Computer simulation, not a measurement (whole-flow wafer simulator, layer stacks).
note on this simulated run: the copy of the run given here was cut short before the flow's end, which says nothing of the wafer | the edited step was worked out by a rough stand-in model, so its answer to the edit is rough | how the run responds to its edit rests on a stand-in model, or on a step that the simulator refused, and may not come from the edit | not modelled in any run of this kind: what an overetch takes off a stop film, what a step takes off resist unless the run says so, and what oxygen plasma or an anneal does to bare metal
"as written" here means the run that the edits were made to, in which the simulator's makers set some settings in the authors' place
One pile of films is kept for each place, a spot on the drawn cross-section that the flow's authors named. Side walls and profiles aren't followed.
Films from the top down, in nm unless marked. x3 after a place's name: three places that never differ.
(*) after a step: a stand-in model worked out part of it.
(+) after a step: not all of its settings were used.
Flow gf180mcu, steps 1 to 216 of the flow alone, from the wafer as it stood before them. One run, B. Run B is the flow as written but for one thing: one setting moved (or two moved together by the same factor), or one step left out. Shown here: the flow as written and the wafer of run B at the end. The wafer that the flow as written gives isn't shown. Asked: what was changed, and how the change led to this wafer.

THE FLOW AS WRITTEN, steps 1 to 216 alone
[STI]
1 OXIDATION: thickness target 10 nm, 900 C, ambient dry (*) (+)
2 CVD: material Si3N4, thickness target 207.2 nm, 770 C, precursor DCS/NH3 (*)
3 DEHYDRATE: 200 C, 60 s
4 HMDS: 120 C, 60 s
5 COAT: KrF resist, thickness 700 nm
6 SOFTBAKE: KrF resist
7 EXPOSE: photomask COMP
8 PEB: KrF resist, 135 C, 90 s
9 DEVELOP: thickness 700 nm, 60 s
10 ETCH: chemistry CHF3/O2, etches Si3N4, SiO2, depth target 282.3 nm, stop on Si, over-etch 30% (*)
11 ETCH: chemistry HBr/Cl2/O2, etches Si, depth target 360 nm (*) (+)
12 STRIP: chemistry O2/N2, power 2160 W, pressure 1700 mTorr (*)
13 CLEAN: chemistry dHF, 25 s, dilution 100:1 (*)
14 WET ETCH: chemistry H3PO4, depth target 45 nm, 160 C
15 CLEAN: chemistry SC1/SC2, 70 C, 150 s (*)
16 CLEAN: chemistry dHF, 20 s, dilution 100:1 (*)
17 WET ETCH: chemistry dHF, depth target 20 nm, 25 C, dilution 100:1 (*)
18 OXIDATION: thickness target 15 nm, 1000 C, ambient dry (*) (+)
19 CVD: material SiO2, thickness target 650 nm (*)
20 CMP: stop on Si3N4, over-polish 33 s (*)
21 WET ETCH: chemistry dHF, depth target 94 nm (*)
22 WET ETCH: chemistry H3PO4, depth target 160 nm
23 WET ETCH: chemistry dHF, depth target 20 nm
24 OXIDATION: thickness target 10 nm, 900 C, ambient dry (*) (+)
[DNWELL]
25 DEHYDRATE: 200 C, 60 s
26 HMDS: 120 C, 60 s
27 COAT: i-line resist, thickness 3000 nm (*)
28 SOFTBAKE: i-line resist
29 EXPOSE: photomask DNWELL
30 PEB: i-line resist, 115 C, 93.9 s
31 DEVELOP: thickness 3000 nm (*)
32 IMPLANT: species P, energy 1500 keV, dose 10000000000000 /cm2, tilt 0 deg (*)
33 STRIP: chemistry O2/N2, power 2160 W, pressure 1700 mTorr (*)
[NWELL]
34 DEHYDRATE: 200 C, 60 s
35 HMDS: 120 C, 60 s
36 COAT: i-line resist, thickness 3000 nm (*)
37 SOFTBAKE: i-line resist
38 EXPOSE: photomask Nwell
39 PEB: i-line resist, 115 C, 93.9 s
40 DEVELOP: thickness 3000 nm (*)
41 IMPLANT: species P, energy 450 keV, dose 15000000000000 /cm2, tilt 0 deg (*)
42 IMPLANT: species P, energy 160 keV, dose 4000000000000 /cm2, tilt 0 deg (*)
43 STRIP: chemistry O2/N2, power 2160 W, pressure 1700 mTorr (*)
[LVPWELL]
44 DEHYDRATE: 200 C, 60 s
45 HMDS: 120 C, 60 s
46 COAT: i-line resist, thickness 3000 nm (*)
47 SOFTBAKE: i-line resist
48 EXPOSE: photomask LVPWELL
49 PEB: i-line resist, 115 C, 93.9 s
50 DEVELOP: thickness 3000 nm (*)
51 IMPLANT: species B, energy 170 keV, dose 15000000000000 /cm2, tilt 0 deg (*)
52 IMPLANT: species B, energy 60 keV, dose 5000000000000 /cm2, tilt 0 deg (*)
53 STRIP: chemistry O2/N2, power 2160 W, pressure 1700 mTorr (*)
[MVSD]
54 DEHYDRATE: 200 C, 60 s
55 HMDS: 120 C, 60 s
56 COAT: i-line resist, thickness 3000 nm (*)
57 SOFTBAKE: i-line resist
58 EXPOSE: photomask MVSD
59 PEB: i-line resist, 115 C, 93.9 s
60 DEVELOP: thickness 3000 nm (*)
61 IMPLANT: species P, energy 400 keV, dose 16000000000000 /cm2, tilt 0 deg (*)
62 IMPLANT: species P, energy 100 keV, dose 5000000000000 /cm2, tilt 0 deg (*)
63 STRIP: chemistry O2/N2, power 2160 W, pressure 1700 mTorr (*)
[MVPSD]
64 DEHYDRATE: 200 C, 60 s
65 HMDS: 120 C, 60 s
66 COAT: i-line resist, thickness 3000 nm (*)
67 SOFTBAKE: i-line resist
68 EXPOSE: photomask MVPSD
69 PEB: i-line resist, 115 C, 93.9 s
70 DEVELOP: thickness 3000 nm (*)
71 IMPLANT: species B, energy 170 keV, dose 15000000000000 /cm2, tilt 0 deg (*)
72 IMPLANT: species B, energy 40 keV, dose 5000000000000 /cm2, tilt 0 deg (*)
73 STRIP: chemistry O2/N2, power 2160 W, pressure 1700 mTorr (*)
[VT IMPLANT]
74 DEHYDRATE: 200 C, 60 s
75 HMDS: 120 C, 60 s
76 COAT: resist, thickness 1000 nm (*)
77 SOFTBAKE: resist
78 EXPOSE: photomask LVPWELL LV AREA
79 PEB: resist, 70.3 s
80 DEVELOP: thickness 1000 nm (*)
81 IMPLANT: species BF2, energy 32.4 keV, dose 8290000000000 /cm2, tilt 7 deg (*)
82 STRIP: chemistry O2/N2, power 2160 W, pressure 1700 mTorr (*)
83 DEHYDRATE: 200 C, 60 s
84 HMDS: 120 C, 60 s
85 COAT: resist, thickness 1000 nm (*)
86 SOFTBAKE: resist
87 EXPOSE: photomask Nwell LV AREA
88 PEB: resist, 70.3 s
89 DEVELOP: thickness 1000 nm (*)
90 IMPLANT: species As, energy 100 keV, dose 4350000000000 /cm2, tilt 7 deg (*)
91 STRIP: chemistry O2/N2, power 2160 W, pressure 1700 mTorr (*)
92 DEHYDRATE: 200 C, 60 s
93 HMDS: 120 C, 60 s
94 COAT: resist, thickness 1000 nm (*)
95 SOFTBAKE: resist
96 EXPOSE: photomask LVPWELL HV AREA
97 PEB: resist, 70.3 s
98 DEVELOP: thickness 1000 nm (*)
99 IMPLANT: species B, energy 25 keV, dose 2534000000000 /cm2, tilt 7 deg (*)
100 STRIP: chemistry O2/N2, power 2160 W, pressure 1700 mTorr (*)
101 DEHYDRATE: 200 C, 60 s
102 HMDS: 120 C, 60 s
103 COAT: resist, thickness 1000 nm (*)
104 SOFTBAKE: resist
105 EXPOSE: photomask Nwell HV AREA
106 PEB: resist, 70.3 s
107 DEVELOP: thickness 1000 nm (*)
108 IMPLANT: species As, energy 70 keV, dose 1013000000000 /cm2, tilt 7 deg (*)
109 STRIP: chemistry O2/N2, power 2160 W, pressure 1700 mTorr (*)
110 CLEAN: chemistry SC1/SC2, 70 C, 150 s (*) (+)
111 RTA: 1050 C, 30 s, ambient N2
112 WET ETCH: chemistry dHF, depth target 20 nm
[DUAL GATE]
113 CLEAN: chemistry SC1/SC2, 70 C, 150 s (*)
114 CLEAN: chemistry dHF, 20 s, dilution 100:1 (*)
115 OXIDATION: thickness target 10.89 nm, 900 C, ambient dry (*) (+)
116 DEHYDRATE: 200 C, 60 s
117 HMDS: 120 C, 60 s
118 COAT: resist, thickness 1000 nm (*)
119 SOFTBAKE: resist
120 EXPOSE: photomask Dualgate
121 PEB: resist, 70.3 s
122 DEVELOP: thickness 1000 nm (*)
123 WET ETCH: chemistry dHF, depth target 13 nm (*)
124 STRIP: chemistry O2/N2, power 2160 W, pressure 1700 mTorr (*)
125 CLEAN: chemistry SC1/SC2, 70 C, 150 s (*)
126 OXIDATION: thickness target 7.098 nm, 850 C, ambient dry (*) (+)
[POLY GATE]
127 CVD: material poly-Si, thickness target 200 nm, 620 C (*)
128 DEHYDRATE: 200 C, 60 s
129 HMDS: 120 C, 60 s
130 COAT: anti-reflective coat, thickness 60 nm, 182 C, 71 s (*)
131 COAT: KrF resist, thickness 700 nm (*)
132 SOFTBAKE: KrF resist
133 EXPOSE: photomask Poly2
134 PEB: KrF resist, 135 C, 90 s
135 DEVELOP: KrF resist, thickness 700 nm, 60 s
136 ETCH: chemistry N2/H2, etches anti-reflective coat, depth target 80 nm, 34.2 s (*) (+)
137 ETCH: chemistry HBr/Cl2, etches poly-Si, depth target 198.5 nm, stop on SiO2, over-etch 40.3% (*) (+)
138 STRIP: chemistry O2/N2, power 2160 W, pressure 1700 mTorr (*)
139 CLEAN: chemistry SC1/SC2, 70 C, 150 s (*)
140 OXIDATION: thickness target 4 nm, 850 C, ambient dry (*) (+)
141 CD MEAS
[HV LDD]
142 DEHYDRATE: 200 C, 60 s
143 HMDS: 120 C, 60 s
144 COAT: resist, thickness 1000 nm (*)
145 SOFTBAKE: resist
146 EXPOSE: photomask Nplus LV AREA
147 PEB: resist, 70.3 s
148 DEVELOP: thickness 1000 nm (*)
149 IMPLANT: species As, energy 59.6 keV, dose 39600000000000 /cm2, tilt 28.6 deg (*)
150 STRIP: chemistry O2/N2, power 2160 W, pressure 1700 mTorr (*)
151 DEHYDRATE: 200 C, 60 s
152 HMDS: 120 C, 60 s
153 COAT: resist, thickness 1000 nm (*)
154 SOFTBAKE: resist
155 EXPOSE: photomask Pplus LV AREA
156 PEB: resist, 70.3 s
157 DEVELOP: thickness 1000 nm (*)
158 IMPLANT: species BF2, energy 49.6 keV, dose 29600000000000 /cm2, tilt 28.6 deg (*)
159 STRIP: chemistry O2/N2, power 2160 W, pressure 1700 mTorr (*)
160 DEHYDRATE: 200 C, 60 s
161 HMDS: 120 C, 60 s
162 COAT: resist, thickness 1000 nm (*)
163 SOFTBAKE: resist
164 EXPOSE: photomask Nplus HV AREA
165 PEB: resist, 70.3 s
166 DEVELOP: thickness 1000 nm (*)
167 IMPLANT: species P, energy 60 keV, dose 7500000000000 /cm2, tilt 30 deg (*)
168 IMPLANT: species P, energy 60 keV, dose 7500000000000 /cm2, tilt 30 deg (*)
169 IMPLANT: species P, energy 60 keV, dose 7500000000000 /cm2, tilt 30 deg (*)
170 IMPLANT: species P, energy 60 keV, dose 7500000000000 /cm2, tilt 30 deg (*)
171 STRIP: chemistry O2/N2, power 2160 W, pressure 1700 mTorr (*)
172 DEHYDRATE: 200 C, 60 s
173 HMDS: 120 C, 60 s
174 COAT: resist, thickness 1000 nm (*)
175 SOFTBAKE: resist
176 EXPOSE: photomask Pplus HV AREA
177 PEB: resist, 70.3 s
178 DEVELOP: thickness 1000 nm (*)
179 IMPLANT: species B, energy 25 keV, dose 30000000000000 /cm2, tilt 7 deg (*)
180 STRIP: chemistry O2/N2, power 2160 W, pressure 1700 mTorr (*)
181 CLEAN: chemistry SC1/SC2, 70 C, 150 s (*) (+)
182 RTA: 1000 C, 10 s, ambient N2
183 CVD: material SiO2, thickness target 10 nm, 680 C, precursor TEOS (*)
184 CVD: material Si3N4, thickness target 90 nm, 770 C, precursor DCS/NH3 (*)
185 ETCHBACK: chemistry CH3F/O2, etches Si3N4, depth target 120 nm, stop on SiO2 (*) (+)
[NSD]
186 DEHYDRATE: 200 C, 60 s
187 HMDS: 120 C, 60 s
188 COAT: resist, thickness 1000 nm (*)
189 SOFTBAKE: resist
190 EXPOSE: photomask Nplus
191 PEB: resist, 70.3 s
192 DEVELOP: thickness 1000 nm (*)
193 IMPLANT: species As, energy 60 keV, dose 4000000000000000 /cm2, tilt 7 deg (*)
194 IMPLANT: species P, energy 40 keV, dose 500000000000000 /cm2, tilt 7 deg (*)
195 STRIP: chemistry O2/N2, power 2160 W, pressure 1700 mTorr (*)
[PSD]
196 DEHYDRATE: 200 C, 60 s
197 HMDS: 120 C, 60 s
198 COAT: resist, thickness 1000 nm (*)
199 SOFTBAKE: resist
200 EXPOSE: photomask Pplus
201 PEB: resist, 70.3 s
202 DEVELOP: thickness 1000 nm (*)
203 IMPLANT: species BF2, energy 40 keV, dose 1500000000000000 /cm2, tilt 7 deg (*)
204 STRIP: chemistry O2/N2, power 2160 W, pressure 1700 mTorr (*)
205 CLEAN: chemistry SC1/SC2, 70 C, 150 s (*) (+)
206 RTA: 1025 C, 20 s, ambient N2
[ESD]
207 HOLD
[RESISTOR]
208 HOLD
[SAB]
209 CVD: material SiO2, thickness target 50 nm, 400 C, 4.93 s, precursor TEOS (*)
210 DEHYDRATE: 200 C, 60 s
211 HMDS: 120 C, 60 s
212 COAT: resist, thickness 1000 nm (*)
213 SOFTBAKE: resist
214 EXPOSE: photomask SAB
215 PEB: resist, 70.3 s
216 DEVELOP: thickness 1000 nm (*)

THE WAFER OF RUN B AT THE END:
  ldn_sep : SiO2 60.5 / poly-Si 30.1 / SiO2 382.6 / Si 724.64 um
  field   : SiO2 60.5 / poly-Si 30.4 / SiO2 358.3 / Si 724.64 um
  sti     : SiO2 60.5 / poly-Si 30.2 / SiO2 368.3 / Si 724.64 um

The cause: step 127, CVD: thickness target 312 nm was run, where the flow has thickness target 200 nm.

How the change led to this, step by step:
  127 CVD: material poly-Si, thickness target 200 nm, 620 C (*)
      field, field__w1, field__w2 and 87 more: poly-Si +312 (new film) (as written it would be: poly-Si +200 (new film))
      ldn_drn, ldp_drn: poly-Si +312.4 (new film) (as written it would be: poly-Si +200 (new film))
  137 ETCH: chemistry HBr/Cl2, etches poly-Si, depth target 198.5 nm, stop on SiO2, over-etch 40.3% (*) (+)
      field__w3, field__w12, field_sub and 14 more: poly-Si -278.5 (as written it would be: poly-Si -199 (all of it), SiO2 -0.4)
      field__w6, sti, m1 and 11 more: poly-Si -278.5 (as written it would be: poly-Si -198.8 (all of it), SiO2 -0.4)
      (and at 33 more places)
  138 STRIP: chemistry O2/N2, power 2160 W, pressure 1700 mTorr (*)
      field, field__w1, field__w2 and 61 more: chemical SiO2 +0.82 (new film), poly-Si -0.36 (as written it would be: nothing)
  139 CLEAN: chemistry SC1/SC2, 70 C, 150 s (*)
      field, field__w1, field__w2 and 34 more: chemical SiO2 -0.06, poly-Si -0.27 (as written it would be: SiO2 -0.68)
  140 OXIDATION: thickness target 4 nm, 850 C, ambient dry (*) (+)
      field, field__w1, field__w2 and 21 more: SiO2 +4 (new film), chemical SiO2 -0.76 (all of it), poly-Si -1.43 (as written it would be: SiO2 +0.15, Si -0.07)
      active_hv, active_nat, ld_sd_n and 11 more: SiO2 +4 (new film), chemical SiO2 -0.76 (all of it), poly-Si -1.43 (as written it would be: SiO2 +0.96, Si -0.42)
      (and at 26 more places)
  144 COAT: resist, thickness 1000 nm (*)
      polyc_n, polyc_p: resist +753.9 (new film) (as written it would be: resist +817.8 (new film))
      field_sub__w4: resist +1070.5 (new film) (as written it would be: resist +1047.7 (new film))
      (and at 30 more places)
  145 SOFTBAKE: resist
      active_hv: resist -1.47 (as written it would be: resist +0.44)
      nw_enc_fld_lv__w3: resist -1.65 (as written it would be: resist +2.63)
      (and at 73 more places)
  147 PEB: resist, 70.3 s
      polyc_n, polyc_n_rim, polyc_p, polyc_p_rim: resist -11 (as written it would be: resist -12.2)
      ldn_ch, ldn_acc, ldp_ch, ldp_acc: resist -11.9 (as written it would be: resist -13)
      (and at 27 more places)
  148 DEVELOP: thickness 1000 nm (*)
      gate: resist -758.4 (all of it) (as written it would be: resist -822.7 (all of it))
      npoly_u: resist -759.2 (all of it) (as written it would be: resist -821.5 (all of it))
      (and at 3 more places)
  150 STRIP: chemistry O2/N2, power 2160 W, pressure 1700 mTorr (*)
      field_sub__w4: resist -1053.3 (all of it) (as written it would be: resist -1030.9 (all of it))
      gate_hv: resist -763.6 (all of it) (as written it would be: resist -824.2 (all of it))
      (and at 25 more places)
  153 COAT: resist, thickness 1000 nm (*)
      polyc_n, polyc_p: resist +753.9 (new film) (as written it would be: resist +817.8 (new film))
      field_sub__w4: resist +1070.5 (new film) (as written it would be: resist +1047.7 (new film))
      (and at 30 more places)
  154 SOFTBAKE: resist
      active_hv: resist -1.47 (as written it would be: resist +0.44)
      nw_enc_fld_lv__w3: resist -1.65 (as written it would be: resist +2.63)
      (and at 73 more places)
  156 PEB: resist, 70.3 s
      polyc_n, polyc_n_rim, polyc_p, polyc_p_rim: resist -11 (as written it would be: resist -12.2)
      ldn_ch, ldn_acc, ldp_ch, ldp_acc: resist -11.9 (as written it would be: resist -13)
      (and at 27 more places)
  157 DEVELOP: thickness 1000 nm (*)
      gate_p: resist -765.8 (all of it) (as written it would be: resist -828.7 (all of it))
      ppoly_u: resist -767 (all of it) (as written it would be: resist -827 (all of it))
      (and at 3 more places)
  159 STRIP: chemistry O2/N2, power 2160 W, pressure 1700 mTorr (*)
      field_sub__w4: resist -1053.3 (all of it) (as written it would be: resist -1030.9 (all of it))
      gate: resist -758.4 (all of it) (as written it would be: resist -822.7 (all of it))
      (and at 25 more places)
  162 COAT: resist, thickness 1000 nm (*)
      polyc_n, polyc_p: resist +753.9 (new film) (as written it would be: resist +817.8 (new film))
      field_sub__w4: resist +1070.5 (new film) (as written it would be: resist +1047.7 (new film))
      (and at 30 more places)
  ... 23 more steps ...
  216 DEVELOP: thickness 1000 nm (*)
      field__w3, field__w12: resist -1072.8 (all of it) (as written it would be: resist -1049.4 (all of it))
      field__w2: resist -1059 (all of it) (as written it would be: resist -1035.2 (all of it))
      (and at 43 more places)
